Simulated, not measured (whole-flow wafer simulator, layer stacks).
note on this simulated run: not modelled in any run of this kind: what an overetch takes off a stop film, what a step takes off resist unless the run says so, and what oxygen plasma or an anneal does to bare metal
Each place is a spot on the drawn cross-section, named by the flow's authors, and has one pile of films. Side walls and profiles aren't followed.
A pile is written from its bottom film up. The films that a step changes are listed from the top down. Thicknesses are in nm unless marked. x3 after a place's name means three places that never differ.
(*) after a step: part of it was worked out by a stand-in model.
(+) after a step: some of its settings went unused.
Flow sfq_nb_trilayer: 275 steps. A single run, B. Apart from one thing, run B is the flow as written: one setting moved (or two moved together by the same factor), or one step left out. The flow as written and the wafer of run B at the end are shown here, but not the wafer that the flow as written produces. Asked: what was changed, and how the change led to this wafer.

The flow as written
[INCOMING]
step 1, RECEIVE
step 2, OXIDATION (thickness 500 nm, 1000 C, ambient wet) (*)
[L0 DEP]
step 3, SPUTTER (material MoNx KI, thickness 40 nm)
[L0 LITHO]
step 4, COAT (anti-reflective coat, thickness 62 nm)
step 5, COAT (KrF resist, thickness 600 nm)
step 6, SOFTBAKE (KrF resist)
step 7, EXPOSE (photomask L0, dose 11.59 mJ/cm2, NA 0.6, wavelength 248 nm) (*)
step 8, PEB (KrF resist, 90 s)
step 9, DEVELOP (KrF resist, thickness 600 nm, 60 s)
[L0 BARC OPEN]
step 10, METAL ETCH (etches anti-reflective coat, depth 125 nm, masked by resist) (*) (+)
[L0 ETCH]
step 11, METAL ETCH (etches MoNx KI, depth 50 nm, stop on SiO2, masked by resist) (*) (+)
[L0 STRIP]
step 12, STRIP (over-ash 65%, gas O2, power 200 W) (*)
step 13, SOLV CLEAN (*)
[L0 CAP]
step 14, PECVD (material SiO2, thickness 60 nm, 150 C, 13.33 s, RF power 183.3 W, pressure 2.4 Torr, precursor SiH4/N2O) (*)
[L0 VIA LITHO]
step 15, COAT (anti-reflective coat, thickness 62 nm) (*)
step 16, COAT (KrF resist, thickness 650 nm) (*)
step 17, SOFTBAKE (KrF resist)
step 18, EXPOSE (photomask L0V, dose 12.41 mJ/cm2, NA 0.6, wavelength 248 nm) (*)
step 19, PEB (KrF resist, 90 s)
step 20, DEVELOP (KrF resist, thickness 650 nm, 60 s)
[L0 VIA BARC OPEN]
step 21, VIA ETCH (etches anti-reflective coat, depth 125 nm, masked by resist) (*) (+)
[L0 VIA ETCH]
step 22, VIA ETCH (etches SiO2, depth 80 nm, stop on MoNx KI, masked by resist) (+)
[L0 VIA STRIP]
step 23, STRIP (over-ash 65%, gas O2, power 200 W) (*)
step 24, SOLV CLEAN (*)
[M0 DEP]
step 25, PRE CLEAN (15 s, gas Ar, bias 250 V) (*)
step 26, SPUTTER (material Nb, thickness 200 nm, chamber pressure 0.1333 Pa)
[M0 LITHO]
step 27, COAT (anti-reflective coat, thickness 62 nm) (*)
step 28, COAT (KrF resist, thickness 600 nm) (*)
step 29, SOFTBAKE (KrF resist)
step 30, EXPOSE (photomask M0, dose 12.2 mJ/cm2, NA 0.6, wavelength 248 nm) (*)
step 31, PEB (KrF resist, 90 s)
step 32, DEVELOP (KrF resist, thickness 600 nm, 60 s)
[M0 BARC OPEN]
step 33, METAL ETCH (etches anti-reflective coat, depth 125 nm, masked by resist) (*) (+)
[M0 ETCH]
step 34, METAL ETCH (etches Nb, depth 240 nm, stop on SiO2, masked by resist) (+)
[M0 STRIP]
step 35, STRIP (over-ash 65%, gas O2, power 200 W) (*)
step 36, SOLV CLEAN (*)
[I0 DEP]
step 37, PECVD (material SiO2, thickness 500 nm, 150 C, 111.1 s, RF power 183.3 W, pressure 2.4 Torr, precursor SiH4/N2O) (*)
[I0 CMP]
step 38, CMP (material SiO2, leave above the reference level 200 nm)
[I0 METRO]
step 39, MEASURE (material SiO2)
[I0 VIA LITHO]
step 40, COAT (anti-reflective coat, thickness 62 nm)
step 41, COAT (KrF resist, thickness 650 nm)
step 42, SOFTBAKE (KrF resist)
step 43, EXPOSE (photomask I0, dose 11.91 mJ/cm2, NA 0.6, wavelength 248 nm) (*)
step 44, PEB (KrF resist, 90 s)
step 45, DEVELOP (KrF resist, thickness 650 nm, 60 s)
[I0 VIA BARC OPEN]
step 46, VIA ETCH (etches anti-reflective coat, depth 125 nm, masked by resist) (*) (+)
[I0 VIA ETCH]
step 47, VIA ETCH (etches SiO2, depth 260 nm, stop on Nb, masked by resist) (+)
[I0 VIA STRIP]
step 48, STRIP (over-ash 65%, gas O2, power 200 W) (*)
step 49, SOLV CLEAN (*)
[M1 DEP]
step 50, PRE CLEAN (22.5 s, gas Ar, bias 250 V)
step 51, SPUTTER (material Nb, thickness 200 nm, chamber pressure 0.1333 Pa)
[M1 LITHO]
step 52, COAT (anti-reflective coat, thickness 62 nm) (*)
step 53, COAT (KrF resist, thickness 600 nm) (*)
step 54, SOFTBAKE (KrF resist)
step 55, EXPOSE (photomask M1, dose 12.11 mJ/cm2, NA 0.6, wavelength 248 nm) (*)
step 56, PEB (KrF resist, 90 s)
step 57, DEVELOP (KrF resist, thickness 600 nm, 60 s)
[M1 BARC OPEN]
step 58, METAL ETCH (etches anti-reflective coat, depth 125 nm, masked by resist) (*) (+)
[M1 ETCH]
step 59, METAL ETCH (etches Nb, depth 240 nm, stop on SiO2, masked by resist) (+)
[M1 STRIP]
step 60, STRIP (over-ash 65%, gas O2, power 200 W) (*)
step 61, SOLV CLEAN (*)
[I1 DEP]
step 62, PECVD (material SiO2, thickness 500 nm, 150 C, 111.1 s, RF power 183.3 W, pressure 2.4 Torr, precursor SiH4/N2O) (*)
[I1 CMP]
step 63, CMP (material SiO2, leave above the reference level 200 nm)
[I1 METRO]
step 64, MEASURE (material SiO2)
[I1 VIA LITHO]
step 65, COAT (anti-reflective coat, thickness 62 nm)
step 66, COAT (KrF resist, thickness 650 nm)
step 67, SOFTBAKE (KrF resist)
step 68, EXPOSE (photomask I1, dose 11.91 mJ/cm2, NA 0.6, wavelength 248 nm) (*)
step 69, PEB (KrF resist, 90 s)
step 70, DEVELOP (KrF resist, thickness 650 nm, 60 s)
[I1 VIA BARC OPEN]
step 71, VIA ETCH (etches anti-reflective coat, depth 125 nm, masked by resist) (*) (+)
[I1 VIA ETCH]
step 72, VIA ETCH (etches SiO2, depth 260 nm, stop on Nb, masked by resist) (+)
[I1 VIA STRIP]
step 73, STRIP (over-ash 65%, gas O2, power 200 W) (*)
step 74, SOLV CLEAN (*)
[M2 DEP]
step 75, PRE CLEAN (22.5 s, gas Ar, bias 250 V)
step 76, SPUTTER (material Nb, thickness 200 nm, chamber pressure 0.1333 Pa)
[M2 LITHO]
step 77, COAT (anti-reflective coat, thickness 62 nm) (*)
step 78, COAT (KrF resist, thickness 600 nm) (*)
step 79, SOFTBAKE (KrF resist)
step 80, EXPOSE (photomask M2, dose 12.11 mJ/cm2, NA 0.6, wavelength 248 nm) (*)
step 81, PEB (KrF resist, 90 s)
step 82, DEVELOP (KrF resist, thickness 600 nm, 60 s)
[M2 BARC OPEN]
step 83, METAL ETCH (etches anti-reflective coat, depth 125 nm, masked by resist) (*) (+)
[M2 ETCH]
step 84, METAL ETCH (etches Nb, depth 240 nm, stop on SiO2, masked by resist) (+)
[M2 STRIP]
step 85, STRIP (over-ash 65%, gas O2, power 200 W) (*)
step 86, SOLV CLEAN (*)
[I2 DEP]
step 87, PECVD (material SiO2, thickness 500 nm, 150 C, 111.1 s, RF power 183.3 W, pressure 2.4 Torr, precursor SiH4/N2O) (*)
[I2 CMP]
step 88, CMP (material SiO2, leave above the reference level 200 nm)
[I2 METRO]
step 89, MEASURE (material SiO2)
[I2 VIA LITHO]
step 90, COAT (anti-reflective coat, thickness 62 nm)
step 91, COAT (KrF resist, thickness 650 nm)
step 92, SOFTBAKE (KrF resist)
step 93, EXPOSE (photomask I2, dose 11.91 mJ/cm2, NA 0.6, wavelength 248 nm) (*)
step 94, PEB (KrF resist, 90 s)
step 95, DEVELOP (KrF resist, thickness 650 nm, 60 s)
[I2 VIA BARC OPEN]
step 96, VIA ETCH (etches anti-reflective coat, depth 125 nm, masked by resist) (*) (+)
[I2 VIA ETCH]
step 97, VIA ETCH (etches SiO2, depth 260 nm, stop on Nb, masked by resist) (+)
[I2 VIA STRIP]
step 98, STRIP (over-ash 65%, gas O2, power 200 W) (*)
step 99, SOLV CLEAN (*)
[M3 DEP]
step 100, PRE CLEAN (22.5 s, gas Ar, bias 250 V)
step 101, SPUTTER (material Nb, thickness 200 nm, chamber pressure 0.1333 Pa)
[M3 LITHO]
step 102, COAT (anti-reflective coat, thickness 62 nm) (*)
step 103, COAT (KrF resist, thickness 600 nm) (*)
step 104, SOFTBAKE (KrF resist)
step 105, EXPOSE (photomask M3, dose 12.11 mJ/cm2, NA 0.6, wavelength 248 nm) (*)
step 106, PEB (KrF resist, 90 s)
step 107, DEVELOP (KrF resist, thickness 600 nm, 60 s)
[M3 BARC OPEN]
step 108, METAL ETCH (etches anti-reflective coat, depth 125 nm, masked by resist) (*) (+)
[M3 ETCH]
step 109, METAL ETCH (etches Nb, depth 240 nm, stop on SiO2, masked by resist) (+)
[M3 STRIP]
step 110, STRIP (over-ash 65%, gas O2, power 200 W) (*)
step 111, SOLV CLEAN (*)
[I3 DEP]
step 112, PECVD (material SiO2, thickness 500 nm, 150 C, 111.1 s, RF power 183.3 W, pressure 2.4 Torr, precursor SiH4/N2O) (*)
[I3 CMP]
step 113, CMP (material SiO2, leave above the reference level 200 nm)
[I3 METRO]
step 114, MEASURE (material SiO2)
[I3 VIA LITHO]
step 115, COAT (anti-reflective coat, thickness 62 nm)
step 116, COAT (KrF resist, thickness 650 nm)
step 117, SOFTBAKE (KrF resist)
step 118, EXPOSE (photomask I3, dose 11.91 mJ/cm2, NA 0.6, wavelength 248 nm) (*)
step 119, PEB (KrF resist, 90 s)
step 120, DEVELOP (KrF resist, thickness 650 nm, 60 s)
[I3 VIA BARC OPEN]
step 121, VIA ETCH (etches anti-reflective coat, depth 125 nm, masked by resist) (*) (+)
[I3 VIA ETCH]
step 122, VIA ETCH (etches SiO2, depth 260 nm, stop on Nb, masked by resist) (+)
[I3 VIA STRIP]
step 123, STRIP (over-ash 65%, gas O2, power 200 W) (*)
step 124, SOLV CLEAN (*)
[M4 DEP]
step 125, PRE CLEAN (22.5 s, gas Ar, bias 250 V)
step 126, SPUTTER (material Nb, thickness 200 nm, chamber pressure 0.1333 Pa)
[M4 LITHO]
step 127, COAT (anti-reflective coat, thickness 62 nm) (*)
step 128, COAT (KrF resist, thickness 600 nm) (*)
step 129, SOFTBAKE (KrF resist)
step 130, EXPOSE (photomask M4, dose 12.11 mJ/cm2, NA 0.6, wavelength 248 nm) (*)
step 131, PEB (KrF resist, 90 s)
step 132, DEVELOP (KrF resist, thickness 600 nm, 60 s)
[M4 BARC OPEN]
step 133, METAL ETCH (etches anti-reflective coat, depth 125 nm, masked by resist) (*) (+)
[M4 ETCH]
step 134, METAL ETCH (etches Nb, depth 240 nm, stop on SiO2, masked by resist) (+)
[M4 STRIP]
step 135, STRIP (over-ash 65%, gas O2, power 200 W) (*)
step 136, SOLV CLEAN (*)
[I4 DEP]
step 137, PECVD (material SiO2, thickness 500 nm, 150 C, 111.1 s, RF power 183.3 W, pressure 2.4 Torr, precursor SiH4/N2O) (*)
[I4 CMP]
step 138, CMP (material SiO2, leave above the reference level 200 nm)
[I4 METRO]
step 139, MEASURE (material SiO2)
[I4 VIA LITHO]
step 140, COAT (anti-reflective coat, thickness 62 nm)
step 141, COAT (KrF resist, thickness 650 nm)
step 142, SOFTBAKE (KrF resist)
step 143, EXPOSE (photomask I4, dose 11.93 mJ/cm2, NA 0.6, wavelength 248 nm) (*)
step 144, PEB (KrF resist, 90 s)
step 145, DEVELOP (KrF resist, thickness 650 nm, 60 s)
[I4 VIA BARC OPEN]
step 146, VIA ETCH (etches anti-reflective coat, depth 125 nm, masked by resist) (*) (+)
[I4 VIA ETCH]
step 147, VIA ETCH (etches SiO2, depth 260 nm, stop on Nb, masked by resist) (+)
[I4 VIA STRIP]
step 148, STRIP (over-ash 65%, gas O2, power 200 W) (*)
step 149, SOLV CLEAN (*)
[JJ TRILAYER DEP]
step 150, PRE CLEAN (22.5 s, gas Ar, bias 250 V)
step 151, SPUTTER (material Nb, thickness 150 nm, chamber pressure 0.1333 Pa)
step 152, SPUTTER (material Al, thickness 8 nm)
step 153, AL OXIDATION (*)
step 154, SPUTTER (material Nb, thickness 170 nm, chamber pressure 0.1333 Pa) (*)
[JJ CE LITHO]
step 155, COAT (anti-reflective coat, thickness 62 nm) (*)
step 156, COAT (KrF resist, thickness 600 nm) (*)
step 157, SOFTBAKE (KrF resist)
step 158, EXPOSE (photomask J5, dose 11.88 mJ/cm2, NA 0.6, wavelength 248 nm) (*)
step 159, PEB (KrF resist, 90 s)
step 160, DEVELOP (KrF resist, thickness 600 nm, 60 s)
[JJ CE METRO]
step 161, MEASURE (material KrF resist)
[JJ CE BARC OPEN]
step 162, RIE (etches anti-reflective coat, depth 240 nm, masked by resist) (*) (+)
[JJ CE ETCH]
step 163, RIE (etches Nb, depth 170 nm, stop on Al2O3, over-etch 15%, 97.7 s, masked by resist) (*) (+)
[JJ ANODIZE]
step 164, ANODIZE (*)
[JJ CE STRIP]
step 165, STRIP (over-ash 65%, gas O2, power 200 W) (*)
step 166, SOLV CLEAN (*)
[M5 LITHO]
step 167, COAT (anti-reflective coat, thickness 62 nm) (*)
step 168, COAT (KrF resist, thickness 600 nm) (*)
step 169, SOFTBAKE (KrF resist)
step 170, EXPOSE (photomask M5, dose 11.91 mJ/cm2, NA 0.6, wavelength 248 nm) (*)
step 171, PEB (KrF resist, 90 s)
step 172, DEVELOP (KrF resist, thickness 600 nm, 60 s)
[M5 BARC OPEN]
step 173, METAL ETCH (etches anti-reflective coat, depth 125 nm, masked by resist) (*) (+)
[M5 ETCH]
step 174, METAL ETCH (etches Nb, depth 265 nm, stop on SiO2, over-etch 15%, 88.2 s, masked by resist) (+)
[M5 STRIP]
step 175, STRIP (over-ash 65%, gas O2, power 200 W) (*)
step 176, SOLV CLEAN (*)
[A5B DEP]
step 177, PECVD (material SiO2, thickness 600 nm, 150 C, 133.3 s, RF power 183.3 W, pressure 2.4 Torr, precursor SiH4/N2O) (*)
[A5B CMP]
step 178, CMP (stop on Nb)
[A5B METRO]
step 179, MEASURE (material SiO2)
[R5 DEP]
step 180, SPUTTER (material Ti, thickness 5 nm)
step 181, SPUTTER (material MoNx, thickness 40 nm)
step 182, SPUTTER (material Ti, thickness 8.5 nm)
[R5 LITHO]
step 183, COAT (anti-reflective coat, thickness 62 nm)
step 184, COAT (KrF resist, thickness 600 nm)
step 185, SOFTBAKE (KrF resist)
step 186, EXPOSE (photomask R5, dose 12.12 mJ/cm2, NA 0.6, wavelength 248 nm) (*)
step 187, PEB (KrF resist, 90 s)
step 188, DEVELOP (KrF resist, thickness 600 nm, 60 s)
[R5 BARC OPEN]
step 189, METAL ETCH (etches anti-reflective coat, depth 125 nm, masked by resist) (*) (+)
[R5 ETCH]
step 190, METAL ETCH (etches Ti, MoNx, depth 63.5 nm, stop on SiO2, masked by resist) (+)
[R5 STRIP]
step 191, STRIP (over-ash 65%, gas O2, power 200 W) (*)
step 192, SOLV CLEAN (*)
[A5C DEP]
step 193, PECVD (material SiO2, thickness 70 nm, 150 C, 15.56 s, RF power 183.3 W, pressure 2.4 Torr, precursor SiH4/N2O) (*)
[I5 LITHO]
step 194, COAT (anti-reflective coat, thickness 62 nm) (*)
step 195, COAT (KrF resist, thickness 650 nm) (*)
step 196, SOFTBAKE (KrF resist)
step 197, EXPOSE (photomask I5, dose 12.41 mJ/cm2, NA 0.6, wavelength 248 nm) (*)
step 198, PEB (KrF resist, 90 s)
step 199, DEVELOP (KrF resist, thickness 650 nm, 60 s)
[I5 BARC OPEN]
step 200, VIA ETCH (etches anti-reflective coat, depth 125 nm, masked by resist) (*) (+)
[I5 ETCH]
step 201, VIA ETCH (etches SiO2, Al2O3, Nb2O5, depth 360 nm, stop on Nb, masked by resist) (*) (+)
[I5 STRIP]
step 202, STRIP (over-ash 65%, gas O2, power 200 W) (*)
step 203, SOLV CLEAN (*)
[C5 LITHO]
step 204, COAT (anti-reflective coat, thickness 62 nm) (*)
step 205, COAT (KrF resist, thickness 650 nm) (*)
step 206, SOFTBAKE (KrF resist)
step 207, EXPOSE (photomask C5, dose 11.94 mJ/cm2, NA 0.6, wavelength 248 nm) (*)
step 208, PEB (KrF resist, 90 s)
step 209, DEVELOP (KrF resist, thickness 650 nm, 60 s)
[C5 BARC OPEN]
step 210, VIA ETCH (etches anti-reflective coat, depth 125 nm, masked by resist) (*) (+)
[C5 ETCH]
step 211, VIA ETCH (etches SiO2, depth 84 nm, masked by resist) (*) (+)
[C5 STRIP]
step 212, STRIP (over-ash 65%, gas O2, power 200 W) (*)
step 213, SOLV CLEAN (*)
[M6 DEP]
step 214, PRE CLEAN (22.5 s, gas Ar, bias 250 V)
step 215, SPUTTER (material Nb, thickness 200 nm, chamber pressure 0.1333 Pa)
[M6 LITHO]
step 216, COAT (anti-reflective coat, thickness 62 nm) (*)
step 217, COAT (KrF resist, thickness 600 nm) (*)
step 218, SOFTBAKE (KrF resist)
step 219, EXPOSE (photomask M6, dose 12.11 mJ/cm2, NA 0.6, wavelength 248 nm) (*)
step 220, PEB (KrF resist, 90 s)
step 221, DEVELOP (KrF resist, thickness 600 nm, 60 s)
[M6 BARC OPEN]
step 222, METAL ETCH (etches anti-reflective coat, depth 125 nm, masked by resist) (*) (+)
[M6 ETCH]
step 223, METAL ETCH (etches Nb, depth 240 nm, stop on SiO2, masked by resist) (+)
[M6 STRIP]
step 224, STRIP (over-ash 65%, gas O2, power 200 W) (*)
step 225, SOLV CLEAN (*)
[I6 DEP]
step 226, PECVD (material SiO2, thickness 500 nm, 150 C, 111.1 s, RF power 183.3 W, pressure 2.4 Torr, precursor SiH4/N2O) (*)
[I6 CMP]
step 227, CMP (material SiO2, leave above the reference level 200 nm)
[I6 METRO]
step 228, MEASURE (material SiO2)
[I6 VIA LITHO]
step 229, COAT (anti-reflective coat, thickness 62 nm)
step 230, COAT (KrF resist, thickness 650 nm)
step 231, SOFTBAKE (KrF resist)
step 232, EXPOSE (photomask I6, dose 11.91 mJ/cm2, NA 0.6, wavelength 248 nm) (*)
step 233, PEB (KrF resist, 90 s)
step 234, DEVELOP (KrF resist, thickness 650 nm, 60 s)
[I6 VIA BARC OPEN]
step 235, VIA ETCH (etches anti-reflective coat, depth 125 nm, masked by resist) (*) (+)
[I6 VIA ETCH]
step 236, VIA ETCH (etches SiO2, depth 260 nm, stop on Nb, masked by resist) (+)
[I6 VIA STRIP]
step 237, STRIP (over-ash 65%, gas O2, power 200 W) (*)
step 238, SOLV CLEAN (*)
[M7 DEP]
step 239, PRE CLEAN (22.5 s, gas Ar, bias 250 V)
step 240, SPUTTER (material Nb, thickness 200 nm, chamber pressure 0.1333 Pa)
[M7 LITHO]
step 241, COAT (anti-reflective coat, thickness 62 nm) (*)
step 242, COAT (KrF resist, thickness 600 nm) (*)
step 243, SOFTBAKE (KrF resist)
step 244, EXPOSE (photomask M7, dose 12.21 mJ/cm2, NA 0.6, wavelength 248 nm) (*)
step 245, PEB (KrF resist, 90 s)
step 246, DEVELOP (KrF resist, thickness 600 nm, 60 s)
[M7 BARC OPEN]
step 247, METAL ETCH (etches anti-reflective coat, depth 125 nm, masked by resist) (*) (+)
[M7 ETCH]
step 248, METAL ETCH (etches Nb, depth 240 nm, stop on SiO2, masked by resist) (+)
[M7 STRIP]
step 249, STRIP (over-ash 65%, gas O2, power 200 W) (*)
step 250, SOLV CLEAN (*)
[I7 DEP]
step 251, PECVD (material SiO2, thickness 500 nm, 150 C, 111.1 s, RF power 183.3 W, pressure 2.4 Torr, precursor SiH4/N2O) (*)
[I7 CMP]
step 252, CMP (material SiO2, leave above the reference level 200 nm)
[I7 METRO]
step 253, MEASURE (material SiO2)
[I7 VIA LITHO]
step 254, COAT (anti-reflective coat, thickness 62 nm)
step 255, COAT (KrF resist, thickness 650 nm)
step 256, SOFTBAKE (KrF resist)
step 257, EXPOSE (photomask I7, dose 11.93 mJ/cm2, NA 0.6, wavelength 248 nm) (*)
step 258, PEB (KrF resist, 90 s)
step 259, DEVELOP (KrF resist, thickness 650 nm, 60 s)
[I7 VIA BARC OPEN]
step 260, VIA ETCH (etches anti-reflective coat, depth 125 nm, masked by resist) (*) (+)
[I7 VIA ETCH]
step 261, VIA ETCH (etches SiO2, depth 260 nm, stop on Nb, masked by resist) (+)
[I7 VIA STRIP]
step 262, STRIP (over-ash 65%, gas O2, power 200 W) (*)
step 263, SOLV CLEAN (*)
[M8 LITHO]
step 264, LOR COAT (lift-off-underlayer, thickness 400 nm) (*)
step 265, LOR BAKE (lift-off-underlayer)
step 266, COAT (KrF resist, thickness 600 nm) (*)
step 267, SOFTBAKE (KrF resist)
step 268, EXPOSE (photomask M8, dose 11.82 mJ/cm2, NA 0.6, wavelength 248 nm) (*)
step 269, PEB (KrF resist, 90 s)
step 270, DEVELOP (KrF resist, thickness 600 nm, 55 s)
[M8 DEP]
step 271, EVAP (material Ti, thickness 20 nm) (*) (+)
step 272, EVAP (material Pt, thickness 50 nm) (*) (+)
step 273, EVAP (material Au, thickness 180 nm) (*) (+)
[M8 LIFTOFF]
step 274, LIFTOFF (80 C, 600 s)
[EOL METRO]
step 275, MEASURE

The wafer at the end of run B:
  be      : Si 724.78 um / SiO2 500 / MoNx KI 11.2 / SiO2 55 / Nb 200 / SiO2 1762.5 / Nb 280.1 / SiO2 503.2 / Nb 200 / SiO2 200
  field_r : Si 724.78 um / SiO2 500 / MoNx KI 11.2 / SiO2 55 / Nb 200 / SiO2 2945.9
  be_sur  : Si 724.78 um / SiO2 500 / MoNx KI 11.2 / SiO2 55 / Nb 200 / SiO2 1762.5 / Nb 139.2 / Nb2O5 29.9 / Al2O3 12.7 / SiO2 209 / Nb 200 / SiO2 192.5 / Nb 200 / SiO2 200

What caused this: step 3, SPUTTER: thickness 61.2 nm was run, while the flow as written has thickness 40 nm.

How this came from the change, step by step:
  step 3, SPUTTER (material MoNx KI, thickness 40 nm)
      field_l, v_sur, via_wl and 103 more: MoNx KI gains 61.2 (new film) (it would be, as written: MoNx KI gains 40 (new film))
  step 11, METAL ETCH (etches MoNx KI, depth 50 nm, stop on SiO2, masked by resist) (*) (+)
      v_sur, via_wl, via_w and 97 more: MoNx KI loses 50 (it would be, as written: MoNx KI loses 40 (all of it))
  step 14, PECVD (material SiO2, thickness 60 nm, 150 C, 13.33 s, RF power 183.3 W, pressure 2.4 Torr, precursor SiH4/N2O) (*)
      v_sur, via_wl, via_w and 97 more: SiO2 gains 60 (new film) (it would be, as written: SiO2 gains 60)
  step 15, COAT (anti-reflective coat, thickness 62 nm) (*)
      field_l: anti-reflective coat gains 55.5 (new film) (it would be, as written: anti-reflective coat gains 56.7 (new film))
      v_sur: anti-reflective coat gains 74.9 (new film) (it would be, as written: anti-reflective coat gains 72.2 (new film))
      (and at 2 other places as well)
  step 23, STRIP (over-ash 65%, gas O2, power 200 W) (*)
      field_l: KrF resist loses 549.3 (all of it), anti-reflective coat loses 55.5 (all of it) (it would be, as written: KrF resist loses 551.4 (all of it), anti-reflective coat loses 56.7 (all of it))
      v_sur: KrF resist loses 573.1 (all of it), anti-reflective coat loses 74.9 (all of it) (it would be, as written: KrF resist loses 570.5 (all of it), anti-reflective coat loses 72.2 (all of it))
      (and at 2 other places as well)
  step 27, COAT (anti-reflective coat, thickness 62 nm) (*)
      v_sur: anti-reflective coat gains 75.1 (new film) (it would be, as written: anti-reflective coat gains 72.3 (new film))
      l0_sur: anti-reflective coat gains 46.5 (new film) (it would be, as written: anti-reflective coat gains 47.5 (new film))
      (and at 1 other place as well)
  step 35, STRIP (over-ash 65%, gas O2, power 200 W) (*)
      v_sur: KrF resist loses 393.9 (all of it), anti-reflective coat loses 75.1 (all of it) (it would be, as written: KrF resist loses 391.6 (all of it), anti-reflective coat loses 72.3 (all of it))
      l0_sur: KrF resist loses 369.2 (all of it), anti-reflective coat loses 46.5 (all of it) (it would be, as written: KrF resist loses 372 (all of it), anti-reflective coat loses 47.5 (all of it))
      (and at 1 other place as well)
  step 38, CMP (material SiO2, leave above the reference level 200 nm)
      field_l, l0_sur, l0r_line_l, l0r_line_c, l0r_line_r: SiO2 loses 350 (it would be, as written: SiO2 loses 340)
      l0v: SiO2 loses 287.8 (it would be, as written: SiO2 loses 277.8)
With metal films that touch counted as one body, be has 4 bodies (between them, from the top down: SiO2 503.2; SiO2 1762.5; SiO2 55); the flow as written gives 3 bodies (between them, from the top down: SiO2 503.2; SiO2 1762.5).
With metal films that touch counted as one body, field_r has 2 bodies (between them, from the top down: SiO2 55); the flow as written gives 1 body.
With metal films that touch counted as one body, be_sur has 5 bodies (between them, from the top down: SiO2 192.5; SiO2 209 / Al2O3 12.7 / Nb2O5 29.9; SiO2 1762.5; SiO2 55); the flow as written gives 4 bodies (between them, from the top down: SiO2 192.5; SiO2 209 / Al2O3 12.7 / Nb2O5 29.9; SiO2 1762.5).
